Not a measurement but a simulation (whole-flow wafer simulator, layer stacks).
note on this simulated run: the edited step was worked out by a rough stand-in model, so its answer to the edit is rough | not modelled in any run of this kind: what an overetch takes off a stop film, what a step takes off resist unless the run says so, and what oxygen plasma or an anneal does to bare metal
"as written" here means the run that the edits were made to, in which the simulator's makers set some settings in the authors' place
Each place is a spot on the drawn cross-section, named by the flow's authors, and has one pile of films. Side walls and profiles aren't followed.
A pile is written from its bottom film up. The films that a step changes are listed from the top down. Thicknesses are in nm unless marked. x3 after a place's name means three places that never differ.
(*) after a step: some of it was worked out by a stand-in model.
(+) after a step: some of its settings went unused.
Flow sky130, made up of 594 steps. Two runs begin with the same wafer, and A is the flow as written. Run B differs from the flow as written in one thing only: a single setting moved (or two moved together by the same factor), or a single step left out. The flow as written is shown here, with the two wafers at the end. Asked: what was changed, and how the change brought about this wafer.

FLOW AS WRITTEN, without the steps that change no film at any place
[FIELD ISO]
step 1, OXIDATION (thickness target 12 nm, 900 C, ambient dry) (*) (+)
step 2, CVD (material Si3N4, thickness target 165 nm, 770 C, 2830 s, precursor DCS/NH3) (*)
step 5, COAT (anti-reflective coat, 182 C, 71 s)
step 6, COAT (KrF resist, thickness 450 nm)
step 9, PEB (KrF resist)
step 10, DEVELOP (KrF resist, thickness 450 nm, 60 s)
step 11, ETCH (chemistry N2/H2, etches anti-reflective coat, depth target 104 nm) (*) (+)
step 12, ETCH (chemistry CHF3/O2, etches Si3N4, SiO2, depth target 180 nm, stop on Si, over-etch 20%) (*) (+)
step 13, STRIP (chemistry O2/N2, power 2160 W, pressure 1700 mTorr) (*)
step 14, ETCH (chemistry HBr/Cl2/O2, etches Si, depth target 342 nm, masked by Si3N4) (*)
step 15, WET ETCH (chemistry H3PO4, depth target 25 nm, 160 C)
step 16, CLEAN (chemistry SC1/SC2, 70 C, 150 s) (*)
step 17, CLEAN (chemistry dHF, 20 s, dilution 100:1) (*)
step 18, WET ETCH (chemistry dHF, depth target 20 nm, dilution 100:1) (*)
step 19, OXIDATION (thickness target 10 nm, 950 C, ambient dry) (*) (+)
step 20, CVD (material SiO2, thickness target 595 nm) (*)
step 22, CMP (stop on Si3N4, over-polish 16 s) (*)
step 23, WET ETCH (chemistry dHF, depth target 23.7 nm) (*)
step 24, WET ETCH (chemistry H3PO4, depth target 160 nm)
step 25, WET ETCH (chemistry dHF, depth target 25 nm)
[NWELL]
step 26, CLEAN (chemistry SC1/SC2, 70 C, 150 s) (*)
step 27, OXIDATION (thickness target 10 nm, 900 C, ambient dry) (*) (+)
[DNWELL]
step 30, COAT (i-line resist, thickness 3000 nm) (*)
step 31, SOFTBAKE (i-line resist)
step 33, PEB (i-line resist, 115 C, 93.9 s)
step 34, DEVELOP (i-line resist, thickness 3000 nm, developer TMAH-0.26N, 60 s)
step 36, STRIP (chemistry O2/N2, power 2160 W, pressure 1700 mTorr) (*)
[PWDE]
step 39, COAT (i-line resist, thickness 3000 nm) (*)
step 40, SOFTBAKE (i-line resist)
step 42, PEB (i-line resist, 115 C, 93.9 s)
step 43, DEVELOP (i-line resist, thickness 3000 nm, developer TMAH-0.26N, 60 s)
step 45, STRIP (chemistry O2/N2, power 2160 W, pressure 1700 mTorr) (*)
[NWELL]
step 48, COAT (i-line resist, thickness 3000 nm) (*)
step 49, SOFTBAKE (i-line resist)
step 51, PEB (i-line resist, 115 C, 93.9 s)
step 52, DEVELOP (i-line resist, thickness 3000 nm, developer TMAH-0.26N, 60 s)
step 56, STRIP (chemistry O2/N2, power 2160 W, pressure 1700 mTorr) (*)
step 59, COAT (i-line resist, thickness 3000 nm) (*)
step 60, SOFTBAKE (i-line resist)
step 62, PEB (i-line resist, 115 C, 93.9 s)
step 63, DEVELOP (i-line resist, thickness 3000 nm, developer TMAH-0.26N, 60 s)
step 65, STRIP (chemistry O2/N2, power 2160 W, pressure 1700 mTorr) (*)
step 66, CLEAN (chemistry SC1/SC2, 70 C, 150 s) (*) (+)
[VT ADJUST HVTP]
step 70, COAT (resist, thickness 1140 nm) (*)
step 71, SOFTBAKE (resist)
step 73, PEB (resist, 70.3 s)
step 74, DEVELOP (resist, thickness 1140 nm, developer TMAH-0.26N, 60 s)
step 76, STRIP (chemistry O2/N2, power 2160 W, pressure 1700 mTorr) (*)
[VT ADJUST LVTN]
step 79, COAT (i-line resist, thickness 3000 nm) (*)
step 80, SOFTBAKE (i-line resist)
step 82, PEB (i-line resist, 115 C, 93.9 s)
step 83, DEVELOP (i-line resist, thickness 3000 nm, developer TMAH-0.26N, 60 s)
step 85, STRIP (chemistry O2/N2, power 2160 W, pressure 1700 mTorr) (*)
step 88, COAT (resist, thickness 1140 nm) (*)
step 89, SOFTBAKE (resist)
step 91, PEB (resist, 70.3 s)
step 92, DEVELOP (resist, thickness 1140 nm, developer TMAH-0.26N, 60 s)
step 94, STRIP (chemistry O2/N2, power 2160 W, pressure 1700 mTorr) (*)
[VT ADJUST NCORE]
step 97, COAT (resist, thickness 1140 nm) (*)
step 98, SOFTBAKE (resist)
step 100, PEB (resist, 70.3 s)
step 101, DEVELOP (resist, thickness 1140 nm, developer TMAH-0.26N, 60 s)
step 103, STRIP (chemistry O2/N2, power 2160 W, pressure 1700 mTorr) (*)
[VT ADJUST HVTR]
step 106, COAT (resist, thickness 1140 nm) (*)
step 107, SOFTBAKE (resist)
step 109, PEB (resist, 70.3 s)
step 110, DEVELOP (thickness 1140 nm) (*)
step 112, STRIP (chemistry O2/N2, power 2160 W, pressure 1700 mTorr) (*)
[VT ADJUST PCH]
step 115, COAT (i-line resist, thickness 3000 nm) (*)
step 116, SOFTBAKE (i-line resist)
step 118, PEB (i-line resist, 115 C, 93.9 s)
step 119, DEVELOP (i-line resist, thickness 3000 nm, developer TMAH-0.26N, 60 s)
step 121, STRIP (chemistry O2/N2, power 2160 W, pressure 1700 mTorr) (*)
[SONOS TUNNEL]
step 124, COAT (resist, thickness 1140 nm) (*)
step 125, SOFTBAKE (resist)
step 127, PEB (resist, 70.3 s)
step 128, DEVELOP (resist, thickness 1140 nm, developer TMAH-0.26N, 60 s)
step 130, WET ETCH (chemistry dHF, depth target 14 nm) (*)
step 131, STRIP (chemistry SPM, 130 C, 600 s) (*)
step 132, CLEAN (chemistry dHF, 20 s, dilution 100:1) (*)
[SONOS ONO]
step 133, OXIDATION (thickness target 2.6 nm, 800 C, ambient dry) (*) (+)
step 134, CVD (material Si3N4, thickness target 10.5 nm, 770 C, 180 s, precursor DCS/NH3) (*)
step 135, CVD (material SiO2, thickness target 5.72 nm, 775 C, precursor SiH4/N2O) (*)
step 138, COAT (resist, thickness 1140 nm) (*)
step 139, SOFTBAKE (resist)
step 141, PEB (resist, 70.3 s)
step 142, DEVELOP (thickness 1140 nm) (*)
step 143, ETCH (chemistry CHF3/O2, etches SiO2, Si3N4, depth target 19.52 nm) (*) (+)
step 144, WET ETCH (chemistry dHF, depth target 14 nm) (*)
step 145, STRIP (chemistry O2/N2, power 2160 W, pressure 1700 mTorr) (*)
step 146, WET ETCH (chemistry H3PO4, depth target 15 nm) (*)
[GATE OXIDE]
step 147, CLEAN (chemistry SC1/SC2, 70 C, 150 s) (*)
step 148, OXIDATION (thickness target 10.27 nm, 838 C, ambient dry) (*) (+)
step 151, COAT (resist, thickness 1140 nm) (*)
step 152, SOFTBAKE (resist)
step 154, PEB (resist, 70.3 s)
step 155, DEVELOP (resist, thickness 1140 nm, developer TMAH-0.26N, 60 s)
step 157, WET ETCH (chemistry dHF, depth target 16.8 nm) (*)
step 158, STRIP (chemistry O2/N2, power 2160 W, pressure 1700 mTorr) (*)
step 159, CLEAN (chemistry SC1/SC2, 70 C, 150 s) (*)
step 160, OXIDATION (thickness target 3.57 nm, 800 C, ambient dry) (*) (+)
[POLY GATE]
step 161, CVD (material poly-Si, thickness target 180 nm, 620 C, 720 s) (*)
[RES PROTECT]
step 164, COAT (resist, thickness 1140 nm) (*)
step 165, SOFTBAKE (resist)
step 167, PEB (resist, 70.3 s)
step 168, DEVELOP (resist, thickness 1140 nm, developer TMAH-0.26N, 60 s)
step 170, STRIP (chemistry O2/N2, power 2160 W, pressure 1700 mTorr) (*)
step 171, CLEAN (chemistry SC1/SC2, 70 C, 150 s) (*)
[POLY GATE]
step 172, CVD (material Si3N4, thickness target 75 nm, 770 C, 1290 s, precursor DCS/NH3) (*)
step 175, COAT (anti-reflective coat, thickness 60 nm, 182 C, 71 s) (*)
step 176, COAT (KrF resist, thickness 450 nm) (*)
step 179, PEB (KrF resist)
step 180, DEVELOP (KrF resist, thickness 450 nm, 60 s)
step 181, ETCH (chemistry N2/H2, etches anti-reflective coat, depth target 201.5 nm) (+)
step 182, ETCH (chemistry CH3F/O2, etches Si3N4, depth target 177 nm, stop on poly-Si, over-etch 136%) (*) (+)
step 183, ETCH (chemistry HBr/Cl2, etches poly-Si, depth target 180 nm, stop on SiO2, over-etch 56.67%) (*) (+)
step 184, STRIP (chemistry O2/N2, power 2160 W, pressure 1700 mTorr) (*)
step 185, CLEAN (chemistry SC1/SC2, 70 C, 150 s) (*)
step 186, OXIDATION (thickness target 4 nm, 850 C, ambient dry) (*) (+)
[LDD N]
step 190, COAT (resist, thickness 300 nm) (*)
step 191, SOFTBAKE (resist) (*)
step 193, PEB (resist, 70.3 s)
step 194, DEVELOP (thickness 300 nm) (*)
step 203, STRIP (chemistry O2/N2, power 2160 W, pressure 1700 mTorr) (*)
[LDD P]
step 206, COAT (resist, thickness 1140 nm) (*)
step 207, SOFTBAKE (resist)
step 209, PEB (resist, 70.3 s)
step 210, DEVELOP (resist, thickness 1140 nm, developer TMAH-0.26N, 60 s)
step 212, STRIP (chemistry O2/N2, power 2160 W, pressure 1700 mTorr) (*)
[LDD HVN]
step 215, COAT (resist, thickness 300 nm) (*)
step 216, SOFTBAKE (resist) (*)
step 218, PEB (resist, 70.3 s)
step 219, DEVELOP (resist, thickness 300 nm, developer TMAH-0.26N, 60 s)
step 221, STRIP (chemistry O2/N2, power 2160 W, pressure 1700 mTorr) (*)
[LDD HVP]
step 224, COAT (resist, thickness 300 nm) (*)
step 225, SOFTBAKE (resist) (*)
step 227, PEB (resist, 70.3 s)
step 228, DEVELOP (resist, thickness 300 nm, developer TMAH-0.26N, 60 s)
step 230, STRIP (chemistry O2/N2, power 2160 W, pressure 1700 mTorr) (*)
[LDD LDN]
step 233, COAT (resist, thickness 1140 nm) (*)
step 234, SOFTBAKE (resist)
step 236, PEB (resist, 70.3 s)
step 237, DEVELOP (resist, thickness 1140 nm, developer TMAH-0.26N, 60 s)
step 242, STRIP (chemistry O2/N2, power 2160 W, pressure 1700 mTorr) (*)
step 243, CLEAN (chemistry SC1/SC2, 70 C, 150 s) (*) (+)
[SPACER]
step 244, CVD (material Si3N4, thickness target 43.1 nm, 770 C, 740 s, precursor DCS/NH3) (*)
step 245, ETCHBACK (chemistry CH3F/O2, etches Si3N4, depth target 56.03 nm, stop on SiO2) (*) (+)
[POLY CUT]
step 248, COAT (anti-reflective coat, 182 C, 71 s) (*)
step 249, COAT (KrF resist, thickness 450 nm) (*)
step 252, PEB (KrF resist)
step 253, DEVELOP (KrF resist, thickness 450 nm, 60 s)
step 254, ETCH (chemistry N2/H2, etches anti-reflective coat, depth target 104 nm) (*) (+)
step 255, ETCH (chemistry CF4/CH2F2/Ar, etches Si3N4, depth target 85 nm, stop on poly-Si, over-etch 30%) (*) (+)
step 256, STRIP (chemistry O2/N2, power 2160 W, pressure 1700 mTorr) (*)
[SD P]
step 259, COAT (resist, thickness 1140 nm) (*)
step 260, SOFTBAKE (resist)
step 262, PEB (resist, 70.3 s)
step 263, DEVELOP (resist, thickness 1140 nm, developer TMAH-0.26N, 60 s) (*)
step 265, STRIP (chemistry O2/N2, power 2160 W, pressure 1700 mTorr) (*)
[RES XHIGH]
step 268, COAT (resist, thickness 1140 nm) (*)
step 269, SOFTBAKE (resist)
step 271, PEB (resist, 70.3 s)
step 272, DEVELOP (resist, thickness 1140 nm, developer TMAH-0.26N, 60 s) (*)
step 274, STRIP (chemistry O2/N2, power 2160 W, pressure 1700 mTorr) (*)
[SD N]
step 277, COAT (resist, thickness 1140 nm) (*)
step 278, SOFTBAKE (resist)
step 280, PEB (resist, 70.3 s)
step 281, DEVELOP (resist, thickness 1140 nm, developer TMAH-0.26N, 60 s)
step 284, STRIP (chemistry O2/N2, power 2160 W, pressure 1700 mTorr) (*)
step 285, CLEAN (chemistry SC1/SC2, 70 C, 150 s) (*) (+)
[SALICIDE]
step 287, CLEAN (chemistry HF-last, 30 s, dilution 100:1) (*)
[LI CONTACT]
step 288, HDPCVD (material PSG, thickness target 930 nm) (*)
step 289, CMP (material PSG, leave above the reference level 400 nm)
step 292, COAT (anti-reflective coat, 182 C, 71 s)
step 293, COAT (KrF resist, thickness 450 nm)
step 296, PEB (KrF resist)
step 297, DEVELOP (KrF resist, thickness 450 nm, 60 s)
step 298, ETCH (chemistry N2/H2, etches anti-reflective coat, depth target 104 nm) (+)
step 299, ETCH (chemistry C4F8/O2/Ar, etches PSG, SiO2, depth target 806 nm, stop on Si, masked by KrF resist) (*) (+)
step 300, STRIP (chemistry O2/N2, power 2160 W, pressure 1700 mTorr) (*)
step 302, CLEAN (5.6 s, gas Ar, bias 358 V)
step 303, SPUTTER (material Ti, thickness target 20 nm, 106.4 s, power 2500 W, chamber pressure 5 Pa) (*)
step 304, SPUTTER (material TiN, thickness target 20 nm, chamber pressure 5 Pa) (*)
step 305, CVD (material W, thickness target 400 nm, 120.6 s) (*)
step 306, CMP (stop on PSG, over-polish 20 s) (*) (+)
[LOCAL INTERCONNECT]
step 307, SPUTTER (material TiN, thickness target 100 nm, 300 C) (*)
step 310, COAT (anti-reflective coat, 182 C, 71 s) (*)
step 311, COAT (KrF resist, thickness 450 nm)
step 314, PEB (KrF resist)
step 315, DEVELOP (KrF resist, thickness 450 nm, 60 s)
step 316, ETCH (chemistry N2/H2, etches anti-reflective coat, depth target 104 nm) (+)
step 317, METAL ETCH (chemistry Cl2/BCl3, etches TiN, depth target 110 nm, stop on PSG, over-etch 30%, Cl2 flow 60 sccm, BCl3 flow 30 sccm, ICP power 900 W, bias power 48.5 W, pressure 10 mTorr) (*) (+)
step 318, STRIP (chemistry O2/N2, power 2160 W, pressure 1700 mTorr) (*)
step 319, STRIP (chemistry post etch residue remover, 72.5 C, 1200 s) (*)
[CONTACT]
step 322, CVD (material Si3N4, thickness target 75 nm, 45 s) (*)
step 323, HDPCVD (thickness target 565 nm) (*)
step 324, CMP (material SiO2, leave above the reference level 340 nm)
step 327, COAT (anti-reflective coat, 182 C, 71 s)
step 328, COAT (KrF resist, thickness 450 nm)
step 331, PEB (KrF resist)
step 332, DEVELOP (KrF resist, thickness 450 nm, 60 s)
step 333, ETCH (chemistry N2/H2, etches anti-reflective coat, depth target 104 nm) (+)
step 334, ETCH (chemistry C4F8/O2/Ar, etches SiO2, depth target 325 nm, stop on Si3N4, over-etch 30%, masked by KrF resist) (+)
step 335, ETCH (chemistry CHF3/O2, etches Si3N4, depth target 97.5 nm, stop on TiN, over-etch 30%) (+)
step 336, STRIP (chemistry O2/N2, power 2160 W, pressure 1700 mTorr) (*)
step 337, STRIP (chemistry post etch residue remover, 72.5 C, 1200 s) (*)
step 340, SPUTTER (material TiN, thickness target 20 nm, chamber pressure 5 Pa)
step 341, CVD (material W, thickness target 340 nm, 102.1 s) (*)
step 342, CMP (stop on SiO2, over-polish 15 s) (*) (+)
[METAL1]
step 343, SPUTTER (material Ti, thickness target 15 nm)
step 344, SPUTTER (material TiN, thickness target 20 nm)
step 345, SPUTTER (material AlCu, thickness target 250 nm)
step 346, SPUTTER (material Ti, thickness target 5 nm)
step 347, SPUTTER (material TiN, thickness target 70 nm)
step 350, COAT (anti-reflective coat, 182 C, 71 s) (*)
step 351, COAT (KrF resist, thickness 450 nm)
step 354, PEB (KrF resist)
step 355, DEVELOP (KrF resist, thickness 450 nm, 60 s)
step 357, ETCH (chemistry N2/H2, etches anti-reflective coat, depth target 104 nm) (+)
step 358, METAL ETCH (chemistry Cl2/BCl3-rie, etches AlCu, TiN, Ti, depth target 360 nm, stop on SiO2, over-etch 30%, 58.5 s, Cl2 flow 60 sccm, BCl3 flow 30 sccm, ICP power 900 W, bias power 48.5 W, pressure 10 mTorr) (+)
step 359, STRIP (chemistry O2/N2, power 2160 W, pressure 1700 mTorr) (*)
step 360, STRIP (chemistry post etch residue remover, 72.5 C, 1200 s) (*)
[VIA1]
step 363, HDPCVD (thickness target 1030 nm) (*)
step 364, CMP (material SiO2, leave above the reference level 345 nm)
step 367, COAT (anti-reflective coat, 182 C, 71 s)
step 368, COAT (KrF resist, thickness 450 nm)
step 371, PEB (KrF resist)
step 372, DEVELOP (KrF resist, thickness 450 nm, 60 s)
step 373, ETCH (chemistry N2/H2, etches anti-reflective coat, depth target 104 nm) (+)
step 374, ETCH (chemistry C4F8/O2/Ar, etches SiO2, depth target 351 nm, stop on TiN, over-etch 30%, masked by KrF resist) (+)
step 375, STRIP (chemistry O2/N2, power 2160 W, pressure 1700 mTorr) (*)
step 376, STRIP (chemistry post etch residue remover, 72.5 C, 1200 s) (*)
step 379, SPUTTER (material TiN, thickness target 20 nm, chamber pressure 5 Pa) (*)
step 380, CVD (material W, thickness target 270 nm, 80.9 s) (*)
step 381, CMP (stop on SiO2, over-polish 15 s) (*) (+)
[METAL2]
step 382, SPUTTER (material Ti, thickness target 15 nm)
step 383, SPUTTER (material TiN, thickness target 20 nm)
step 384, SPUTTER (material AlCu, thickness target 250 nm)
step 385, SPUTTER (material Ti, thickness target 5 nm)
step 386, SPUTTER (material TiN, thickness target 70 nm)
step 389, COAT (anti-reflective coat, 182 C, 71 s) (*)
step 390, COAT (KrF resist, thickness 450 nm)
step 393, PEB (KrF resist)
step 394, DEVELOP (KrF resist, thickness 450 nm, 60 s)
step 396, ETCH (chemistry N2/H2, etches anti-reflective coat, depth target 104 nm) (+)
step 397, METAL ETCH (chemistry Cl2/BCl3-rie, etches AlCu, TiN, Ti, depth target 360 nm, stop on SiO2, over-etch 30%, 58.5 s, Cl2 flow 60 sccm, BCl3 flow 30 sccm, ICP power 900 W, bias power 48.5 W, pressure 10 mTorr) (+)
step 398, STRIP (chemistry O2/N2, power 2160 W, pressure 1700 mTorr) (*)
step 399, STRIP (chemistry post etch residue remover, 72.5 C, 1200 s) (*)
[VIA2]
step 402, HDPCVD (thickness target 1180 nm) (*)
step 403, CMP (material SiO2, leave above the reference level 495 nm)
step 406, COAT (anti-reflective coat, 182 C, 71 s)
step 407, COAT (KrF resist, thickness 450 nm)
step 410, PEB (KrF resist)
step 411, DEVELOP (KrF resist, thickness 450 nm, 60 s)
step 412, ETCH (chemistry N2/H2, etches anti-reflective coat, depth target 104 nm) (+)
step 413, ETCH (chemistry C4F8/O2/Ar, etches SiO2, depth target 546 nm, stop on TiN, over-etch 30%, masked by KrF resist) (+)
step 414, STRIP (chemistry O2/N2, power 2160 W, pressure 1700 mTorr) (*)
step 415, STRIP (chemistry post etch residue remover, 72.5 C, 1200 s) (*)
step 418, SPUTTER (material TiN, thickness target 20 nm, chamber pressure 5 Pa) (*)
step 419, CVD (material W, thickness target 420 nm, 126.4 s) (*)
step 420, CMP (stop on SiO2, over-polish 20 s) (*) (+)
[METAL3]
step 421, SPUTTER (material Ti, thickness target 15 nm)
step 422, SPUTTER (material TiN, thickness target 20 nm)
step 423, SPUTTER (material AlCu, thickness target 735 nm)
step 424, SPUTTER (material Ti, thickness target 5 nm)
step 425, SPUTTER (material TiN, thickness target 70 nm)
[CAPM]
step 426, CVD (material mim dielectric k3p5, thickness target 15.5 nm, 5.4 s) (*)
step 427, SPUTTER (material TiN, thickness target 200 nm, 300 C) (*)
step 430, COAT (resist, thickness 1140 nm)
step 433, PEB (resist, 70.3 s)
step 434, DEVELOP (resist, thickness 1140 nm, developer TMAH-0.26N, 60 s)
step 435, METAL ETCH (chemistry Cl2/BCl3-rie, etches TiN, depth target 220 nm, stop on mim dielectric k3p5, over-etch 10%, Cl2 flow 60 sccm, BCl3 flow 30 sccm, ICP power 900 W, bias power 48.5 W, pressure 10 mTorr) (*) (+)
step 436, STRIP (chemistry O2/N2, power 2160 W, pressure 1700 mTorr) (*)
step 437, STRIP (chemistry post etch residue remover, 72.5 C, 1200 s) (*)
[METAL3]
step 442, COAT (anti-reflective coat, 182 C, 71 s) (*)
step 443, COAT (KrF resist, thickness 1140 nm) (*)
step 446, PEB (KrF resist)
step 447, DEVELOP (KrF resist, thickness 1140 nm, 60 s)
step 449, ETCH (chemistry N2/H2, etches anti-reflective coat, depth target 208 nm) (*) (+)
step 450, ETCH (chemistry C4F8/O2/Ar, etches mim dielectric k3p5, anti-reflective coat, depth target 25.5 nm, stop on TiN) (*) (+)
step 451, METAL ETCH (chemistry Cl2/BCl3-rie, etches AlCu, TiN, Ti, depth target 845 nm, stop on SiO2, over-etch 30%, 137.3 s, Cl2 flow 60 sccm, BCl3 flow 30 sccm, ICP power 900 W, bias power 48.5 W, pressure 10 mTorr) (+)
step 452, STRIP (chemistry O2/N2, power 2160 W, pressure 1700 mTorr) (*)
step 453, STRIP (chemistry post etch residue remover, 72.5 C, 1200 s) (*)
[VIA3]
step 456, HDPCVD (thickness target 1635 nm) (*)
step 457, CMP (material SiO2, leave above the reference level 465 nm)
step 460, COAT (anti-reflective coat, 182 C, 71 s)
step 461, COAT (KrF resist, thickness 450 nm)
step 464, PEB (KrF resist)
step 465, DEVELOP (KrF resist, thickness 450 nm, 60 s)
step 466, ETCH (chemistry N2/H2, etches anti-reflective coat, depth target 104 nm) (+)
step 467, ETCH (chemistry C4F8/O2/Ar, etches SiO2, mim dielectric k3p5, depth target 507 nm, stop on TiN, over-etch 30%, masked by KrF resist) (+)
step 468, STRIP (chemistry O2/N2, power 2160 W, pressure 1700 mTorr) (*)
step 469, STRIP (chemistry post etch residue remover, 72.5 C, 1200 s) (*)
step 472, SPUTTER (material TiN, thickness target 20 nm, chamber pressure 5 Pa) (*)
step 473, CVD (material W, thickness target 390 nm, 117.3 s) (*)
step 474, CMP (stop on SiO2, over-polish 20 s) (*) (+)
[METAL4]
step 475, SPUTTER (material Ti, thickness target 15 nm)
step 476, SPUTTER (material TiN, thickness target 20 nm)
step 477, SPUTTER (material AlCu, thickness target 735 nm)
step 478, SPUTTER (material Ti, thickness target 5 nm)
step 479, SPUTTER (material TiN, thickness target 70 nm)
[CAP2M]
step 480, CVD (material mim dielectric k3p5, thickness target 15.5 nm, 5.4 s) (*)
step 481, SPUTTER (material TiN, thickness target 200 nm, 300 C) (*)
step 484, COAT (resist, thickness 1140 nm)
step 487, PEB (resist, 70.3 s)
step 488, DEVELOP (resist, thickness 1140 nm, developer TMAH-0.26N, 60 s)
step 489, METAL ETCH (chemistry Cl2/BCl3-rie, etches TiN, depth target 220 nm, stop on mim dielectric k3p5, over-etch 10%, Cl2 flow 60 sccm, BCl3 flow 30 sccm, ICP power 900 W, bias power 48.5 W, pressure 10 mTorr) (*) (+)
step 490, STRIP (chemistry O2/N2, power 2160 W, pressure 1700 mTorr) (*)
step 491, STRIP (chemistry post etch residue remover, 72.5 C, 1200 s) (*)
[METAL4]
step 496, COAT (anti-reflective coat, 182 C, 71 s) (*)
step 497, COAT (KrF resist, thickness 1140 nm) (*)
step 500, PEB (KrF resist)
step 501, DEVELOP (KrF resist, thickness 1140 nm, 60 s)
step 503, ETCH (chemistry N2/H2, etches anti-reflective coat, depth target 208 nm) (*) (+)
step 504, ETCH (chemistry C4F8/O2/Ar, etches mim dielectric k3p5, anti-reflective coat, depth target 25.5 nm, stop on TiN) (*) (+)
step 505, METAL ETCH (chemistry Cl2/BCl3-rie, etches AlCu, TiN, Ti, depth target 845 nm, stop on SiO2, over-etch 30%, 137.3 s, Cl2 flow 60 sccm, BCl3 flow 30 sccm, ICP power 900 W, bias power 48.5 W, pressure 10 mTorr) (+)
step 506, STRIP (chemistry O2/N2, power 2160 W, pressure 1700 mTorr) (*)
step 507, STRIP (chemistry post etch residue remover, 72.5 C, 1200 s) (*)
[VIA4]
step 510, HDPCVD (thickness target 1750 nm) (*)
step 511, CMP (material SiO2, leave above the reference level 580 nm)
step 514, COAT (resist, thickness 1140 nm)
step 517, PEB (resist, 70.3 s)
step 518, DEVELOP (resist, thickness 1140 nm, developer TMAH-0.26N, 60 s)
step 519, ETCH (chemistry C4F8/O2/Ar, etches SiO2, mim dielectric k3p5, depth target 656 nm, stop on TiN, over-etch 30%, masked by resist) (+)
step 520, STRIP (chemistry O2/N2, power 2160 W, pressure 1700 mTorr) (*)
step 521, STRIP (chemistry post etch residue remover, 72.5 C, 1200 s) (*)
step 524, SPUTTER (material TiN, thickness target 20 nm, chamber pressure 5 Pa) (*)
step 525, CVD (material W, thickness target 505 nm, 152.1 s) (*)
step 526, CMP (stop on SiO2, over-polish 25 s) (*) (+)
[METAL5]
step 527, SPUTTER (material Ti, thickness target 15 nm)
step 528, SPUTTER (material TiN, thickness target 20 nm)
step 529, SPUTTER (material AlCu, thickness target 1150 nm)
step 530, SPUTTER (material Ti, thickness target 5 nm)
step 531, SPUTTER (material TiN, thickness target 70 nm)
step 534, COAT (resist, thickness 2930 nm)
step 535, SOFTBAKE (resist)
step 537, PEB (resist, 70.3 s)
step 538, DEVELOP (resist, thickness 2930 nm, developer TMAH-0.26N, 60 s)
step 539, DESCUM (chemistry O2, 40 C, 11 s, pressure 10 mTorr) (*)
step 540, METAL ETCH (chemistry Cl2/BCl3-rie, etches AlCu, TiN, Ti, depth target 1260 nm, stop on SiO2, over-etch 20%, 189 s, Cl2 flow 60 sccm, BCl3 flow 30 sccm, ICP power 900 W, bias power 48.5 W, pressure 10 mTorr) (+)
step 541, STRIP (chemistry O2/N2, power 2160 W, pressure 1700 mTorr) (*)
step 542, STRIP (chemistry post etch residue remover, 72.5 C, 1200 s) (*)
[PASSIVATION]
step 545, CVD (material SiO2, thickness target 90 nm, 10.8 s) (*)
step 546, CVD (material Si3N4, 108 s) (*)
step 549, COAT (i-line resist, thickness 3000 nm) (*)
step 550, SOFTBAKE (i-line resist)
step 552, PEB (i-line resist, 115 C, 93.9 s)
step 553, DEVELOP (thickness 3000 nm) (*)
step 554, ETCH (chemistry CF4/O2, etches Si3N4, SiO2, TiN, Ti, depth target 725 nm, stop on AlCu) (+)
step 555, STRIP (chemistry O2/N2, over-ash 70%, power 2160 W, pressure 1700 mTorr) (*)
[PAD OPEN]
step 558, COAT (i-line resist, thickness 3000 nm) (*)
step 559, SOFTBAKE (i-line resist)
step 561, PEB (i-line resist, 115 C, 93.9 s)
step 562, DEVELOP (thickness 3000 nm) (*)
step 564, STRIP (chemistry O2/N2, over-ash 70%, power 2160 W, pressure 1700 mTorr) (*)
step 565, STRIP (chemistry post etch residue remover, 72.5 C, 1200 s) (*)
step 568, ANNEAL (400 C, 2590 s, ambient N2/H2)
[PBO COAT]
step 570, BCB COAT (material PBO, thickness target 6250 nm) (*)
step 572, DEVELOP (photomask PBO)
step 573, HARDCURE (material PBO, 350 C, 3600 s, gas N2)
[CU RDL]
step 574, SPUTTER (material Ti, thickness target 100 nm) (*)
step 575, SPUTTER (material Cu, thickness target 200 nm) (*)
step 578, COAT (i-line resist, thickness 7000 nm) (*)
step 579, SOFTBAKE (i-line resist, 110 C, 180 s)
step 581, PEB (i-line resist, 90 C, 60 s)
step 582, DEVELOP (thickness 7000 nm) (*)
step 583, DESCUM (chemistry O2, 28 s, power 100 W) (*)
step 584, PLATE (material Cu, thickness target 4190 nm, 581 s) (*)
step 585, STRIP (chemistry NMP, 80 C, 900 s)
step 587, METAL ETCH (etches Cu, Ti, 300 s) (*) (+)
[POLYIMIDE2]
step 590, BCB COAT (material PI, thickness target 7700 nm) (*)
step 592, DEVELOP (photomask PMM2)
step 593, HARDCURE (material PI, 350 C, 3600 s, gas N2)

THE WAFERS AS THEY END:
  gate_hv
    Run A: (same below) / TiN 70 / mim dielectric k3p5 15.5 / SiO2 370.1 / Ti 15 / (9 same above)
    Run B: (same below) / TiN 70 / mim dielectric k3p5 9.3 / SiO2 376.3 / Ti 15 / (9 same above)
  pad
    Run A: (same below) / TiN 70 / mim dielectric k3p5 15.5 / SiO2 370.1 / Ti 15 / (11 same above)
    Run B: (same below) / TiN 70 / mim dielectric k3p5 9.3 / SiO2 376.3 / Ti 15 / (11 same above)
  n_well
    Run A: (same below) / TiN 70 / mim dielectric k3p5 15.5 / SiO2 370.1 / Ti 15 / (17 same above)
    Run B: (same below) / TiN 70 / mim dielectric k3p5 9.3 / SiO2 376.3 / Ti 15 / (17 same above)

What caused this: step 426, CVD: thickness target 9.3 nm was run, while the flow as written has thickness target 15.5 nm; step 426, CVD: 3.24 s was run, where the flow has 5.4 s.
One can read it off the wafer: gate_hv has mim dielectric k3p5 9.3, and step 426 as written asks for 15.5 nm.

How this came from the change, step by step:
  step 426, CVD (material mim dielectric k3p5, thickness target 15.5 nm, 5.4 s) (*)
      field, active, n_well and 188 more: A +15.5 mim dielectric k3p5 (new film) | B +9.3 mim dielectric k3p5 (new film)
  step 450, ETCH (chemistry C4F8/O2/Ar, etches mim dielectric k3p5, anti-reflective coat, depth target 25.5 nm, stop on TiN) (*) (+)
      n_well, p_well, gate_hv and 104 more: A -15.5 KrF resist | B -9.3 KrF resist
      field, active, gate and 82 more: A -15.5 mim dielectric k3p5 (all of it) | B -9.3 mim dielectric k3p5 (all of it)
  step 467, ETCH (chemistry C4F8/O2/Ar, etches SiO2, mim dielectric k3p5, depth target 507 nm, stop on TiN, over-etch 30%, masked by KrF resist) (+)
      m1: A -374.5 SiO2 (all of it), -15.5 mim dielectric k3p5 (all of it) | B -380.7 SiO2 (all of it), -9.3 mim dielectric k3p5 (all of it)
      via3_hole: A -373.9 SiO2 (all of it), -15.5 mim dielectric k3p5 (all of it) | B -380.1 SiO2 (all of it), -9.3 mim dielectric k3p5 (all of it)
